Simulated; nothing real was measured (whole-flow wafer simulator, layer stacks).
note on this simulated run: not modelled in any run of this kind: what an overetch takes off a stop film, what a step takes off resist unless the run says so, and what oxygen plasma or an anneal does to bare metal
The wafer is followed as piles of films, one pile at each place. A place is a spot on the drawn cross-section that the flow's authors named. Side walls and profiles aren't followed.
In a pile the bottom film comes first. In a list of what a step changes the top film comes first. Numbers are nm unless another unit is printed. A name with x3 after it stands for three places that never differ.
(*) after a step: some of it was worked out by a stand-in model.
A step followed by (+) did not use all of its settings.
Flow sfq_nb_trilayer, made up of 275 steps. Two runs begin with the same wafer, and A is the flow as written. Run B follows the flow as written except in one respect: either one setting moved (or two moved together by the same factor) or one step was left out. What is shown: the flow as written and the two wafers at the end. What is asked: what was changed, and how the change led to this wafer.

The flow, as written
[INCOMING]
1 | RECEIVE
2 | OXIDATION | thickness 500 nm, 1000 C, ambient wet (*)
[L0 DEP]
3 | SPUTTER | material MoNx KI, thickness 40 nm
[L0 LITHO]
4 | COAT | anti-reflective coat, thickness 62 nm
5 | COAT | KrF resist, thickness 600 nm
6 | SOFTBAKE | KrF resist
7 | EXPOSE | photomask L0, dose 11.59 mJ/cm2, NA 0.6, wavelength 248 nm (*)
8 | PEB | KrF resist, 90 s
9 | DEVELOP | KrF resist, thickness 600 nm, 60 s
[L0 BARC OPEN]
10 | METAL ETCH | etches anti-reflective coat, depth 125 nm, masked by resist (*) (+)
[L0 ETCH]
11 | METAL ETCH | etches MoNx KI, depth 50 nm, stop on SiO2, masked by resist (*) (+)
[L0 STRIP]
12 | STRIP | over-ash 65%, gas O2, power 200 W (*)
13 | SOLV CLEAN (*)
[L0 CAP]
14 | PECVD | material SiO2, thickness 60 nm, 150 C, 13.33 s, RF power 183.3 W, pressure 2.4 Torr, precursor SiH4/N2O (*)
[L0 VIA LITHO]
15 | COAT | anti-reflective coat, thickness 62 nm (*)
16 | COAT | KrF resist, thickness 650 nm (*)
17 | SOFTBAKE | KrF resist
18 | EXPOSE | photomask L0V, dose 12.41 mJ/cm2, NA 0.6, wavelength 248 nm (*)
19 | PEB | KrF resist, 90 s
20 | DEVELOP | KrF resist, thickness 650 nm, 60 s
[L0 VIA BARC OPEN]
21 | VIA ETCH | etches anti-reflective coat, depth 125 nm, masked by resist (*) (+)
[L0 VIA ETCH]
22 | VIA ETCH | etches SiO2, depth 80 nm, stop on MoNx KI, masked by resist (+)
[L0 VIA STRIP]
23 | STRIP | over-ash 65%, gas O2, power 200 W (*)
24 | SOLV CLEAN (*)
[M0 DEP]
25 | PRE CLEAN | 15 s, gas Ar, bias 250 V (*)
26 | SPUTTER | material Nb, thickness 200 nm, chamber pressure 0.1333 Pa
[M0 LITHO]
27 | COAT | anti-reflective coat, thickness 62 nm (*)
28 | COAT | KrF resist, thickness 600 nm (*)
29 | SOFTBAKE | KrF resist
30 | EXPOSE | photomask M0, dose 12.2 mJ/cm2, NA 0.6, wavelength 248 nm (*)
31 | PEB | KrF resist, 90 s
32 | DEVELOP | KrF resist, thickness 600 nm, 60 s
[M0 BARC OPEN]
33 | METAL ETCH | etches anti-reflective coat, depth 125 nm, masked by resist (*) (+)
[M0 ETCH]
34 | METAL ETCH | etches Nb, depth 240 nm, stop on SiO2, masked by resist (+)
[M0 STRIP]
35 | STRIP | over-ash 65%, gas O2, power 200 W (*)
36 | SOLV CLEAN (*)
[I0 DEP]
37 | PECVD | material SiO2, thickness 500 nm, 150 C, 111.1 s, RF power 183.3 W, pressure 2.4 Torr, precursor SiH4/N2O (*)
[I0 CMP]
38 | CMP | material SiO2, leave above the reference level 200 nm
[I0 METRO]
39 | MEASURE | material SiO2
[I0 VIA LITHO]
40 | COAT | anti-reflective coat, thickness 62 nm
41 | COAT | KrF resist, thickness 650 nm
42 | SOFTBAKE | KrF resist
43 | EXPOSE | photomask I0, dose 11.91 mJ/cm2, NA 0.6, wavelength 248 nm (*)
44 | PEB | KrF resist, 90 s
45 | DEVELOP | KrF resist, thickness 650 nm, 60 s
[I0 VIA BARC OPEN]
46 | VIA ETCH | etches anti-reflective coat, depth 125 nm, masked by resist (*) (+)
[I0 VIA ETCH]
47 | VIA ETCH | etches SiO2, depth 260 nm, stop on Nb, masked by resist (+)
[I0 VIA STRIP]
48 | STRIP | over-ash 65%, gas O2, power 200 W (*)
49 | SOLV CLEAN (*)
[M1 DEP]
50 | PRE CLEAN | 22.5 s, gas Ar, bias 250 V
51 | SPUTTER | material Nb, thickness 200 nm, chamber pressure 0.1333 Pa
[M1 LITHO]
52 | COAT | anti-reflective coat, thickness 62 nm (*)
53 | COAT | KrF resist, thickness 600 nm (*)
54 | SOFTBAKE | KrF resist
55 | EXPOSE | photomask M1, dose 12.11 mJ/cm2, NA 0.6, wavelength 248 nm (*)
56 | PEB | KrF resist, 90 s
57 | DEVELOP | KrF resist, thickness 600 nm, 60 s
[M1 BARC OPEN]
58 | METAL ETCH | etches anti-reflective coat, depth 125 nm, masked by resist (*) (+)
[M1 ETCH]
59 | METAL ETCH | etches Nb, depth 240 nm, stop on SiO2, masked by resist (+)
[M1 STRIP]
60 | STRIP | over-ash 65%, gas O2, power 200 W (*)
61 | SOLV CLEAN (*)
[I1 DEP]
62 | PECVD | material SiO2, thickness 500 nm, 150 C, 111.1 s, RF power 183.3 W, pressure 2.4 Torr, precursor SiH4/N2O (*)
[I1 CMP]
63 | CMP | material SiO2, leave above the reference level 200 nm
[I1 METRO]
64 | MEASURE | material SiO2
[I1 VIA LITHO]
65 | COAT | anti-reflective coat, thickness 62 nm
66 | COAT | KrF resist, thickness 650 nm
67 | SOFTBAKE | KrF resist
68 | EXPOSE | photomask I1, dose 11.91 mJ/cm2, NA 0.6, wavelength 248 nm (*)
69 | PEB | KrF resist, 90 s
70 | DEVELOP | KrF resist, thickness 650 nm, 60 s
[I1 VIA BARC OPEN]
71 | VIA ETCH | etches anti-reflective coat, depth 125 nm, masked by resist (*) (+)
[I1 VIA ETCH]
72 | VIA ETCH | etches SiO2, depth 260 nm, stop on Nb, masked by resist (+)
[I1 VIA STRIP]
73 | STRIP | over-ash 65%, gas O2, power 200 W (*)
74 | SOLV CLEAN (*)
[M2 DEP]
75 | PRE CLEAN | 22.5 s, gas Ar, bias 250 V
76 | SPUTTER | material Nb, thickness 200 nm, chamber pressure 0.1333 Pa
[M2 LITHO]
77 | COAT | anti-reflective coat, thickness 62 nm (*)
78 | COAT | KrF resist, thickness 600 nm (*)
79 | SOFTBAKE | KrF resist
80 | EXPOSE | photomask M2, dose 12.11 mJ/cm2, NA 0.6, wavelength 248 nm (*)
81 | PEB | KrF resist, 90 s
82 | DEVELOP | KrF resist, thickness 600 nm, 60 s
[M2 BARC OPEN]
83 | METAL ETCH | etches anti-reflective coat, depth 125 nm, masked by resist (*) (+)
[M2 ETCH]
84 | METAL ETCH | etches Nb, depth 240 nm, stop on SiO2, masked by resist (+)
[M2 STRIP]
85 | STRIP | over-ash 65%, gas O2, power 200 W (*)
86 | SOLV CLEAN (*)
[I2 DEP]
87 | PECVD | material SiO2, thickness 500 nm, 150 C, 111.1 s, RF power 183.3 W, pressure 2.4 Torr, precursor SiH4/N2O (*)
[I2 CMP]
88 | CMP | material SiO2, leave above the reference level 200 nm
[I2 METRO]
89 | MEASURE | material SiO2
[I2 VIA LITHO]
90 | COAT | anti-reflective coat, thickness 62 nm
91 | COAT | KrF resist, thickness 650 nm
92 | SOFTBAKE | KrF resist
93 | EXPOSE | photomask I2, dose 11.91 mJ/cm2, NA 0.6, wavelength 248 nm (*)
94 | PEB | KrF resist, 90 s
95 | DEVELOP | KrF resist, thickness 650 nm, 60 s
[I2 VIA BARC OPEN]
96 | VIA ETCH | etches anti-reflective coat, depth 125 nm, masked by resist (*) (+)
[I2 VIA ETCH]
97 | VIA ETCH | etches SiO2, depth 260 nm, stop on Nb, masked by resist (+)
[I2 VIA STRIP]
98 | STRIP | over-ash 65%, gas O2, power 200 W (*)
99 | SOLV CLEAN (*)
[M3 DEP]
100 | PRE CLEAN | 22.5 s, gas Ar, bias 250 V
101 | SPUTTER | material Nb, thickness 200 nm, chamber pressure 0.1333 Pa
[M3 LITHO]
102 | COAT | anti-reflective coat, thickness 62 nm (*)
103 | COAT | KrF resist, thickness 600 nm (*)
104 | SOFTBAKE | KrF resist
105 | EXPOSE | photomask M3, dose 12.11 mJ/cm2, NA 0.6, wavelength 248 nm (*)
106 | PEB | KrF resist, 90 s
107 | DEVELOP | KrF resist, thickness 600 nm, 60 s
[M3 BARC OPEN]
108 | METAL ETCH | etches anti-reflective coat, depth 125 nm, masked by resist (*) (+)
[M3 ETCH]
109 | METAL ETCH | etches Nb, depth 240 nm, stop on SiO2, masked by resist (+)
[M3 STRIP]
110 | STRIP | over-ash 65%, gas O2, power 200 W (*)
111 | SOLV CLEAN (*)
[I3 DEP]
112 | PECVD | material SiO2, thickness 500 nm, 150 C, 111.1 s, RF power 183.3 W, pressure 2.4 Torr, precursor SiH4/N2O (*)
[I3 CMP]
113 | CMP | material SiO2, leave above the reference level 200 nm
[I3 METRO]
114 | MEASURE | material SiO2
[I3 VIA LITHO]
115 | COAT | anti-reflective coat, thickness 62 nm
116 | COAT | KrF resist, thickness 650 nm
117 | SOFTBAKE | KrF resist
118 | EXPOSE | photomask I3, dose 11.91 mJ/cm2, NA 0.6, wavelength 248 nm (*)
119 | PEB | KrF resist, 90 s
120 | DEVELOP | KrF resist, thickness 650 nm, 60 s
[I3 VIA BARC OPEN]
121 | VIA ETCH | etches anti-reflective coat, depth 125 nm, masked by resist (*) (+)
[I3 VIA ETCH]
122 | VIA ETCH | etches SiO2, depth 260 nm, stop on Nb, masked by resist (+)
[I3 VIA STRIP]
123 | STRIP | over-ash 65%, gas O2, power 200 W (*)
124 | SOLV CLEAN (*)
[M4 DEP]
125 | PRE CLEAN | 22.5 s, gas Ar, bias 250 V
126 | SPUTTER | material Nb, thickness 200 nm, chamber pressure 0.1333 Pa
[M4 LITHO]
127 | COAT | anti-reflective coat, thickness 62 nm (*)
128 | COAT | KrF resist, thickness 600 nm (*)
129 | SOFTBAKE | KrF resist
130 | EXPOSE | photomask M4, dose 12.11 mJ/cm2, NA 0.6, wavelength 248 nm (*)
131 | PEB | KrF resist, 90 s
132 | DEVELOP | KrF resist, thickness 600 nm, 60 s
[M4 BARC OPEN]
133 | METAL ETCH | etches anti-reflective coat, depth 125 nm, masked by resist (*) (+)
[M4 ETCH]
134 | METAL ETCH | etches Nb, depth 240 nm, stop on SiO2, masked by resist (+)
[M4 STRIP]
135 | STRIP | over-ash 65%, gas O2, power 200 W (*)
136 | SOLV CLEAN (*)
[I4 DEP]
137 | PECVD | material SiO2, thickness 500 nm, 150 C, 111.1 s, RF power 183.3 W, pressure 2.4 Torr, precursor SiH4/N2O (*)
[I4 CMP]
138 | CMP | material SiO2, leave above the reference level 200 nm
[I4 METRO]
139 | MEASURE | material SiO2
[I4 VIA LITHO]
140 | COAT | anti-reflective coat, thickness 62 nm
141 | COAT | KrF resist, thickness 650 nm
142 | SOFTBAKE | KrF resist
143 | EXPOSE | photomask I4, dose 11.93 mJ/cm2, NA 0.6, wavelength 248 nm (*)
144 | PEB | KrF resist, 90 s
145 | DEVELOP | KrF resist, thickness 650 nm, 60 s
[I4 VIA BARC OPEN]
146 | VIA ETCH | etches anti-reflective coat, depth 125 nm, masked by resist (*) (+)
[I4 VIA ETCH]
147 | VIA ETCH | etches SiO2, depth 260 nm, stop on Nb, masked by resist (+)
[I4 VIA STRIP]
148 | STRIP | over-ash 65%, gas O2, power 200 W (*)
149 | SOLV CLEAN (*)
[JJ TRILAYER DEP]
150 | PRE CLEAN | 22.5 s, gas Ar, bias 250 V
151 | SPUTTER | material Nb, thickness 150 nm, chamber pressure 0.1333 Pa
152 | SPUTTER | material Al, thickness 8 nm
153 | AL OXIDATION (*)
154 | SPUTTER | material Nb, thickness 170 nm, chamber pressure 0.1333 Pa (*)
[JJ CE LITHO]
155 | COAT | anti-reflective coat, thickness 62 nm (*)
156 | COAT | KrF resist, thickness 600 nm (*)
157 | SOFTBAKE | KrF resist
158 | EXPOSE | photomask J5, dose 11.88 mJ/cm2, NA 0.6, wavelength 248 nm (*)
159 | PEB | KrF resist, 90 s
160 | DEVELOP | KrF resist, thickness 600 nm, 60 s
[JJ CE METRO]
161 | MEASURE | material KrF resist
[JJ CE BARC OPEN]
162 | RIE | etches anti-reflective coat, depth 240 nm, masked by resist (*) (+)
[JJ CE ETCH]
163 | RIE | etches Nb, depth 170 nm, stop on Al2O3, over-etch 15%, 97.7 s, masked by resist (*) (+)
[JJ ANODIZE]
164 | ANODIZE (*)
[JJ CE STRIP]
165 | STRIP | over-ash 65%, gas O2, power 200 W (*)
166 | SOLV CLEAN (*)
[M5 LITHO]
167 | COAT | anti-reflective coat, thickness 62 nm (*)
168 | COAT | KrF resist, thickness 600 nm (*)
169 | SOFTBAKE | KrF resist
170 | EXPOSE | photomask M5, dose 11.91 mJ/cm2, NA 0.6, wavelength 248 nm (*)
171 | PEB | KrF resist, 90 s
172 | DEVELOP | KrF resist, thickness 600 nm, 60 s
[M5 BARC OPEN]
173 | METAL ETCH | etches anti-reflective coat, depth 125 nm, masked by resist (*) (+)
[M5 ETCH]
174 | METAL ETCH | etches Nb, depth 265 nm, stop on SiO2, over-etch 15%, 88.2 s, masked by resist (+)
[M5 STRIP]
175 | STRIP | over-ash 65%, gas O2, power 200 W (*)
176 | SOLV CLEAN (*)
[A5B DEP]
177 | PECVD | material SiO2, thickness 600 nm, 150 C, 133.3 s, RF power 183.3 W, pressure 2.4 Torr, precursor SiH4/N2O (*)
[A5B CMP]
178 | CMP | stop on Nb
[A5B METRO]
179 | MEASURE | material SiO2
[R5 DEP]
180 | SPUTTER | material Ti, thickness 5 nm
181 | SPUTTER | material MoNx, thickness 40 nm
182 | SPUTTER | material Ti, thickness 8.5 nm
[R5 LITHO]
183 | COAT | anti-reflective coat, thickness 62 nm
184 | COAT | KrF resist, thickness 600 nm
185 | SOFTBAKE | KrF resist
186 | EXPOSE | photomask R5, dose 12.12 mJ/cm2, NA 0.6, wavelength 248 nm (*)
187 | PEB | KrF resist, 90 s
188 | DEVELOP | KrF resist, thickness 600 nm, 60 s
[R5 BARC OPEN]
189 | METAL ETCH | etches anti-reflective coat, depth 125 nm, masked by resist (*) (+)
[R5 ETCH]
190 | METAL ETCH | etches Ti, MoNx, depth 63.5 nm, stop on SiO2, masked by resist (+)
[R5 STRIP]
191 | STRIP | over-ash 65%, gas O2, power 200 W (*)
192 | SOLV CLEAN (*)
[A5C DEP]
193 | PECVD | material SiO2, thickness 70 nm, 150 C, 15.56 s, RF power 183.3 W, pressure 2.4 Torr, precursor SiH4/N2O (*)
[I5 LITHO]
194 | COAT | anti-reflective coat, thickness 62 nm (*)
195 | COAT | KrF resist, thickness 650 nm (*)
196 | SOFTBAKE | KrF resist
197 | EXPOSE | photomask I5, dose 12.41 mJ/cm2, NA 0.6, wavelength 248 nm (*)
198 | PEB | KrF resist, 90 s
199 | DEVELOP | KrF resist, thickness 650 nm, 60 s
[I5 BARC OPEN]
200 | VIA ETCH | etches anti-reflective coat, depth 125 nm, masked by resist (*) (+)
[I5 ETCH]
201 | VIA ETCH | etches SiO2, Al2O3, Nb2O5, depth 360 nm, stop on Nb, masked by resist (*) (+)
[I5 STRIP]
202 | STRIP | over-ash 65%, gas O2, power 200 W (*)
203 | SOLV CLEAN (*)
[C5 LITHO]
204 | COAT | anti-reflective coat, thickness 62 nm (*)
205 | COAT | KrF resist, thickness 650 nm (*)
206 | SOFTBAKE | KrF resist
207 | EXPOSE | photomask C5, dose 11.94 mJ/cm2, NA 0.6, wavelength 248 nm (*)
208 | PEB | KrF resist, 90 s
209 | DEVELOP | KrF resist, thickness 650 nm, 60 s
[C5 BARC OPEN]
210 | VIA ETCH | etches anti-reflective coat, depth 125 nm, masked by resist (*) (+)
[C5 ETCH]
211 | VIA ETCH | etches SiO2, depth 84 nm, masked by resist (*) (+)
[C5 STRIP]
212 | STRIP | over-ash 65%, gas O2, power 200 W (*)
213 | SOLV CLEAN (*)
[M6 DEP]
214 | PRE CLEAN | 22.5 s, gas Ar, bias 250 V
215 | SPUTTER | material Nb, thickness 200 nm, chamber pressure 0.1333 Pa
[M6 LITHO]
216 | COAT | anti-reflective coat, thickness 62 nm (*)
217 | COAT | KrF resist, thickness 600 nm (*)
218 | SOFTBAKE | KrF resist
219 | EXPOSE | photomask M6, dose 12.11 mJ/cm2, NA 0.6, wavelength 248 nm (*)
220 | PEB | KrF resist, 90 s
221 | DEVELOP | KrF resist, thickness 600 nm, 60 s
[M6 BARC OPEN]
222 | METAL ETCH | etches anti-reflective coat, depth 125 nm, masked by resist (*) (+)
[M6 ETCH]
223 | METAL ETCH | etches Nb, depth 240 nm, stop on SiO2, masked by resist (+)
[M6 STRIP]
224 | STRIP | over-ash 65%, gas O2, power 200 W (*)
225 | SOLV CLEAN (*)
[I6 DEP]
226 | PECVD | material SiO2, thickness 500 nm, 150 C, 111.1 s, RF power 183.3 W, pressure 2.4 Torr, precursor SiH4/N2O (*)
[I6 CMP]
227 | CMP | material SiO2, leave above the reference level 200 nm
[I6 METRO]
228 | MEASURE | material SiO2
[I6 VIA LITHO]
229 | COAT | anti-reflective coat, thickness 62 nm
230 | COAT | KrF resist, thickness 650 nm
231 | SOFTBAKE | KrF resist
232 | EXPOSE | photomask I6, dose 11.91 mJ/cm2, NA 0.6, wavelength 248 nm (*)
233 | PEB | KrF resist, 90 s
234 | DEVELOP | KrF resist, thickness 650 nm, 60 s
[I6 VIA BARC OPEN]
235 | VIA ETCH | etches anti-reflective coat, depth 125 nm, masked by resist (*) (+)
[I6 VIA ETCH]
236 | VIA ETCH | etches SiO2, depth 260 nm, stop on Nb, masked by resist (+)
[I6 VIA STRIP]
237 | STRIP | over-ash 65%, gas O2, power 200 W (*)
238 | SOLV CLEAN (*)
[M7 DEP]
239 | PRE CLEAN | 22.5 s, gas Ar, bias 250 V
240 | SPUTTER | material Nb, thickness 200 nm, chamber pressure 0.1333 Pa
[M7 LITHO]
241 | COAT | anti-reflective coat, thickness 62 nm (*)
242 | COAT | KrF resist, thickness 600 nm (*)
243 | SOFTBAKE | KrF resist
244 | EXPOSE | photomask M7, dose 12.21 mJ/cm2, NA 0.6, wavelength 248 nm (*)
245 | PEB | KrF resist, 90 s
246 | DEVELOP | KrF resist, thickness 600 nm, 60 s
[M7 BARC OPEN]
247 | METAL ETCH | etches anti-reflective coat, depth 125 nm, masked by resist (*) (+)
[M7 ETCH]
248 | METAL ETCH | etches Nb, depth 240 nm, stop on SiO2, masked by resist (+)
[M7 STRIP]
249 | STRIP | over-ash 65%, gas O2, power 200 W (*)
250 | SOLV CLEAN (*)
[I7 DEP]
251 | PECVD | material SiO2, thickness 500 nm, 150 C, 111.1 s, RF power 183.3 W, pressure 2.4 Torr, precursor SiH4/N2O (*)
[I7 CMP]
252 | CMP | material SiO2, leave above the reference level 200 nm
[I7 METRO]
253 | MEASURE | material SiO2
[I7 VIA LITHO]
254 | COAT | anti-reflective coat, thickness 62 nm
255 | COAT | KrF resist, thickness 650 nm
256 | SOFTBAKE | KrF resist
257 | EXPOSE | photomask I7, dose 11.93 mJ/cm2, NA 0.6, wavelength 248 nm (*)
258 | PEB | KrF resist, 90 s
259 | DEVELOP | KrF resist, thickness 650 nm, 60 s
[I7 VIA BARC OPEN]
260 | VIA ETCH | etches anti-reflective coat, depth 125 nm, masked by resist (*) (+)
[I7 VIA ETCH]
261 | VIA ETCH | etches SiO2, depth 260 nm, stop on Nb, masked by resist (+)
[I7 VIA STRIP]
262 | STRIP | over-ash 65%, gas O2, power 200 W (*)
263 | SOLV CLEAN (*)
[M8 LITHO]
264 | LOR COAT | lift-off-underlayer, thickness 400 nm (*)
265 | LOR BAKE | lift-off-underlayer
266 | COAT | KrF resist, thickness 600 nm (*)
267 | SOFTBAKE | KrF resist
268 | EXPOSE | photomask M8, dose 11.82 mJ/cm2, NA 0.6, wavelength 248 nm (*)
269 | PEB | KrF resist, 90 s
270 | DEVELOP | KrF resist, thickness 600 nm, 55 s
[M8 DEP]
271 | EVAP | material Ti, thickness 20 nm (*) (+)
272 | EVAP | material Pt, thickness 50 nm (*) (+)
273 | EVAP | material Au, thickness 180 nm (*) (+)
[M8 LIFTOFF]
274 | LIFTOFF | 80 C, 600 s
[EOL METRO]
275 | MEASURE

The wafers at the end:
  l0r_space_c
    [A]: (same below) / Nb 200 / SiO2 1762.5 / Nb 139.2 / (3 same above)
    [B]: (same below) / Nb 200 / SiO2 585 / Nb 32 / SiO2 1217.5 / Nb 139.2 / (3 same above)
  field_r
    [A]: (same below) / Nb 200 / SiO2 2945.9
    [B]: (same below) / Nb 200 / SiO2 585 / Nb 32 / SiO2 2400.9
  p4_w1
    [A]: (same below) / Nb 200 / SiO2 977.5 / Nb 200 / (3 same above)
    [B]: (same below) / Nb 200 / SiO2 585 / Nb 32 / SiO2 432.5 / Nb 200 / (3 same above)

The reason: step 76, SPUTTER: thickness 272 nm was run, whereas the flow has thickness 200 nm.

Step by step, how the change led to this:
  76 | SPUTTER | material Nb, thickness 200 nm, chamber pressure 0.1333 Pa
      field_l, v_sur, via_wl and 102 more: A +200 Nb (new film) | B +272 Nb (new film)
      via_v: A +174.5 Nb | B +238.3 Nb
  84 | METAL ETCH | etches Nb, depth 240 nm, stop on SiO2, masked by resist (+)
      field_l, be, be_sur and 81 more: A -200 Nb (all of it) | B -240 Nb
  87 | PECVD | material SiO2, thickness 500 nm, 150 C, 111.1 s, RF power 183.3 W, pressure 2.4 Torr, precursor SiH4/N2O (*)
      field_l, be, be_sur and 81 more: A +500 SiO2 | B +500 SiO2 (new film)
      via_v: A +606 SiO2 (new film) | B +589.7 SiO2 (new film)
  88 | CMP | material SiO2, leave above the reference level 200 nm
      field_l, be, be_sur and 81 more: A -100 SiO2 | B -60 SiO2
      via_v: A -181.6 SiO2 | B -157.1 SiO2
With metal films that touch counted as one body, l0r_space_c has 3 bodies (between them, from the top down: SiO2 1217.5; SiO2 585); the flow as written gives 2 bodies (between them, from the top down: SiO2 1762.5).
With metal films that touch counted as one body, field_r has 2 bodies (between them, from the top down: SiO2 585); the flow as written gives 1 body.
With metal films that touch counted as one body, p4_w1 has 4 bodies (between them, from the top down: SiO2 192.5; SiO2 432.5; SiO2 585); the flow as written gives 3 bodies (between them, from the top down: SiO2 192.5; SiO2 977.5).
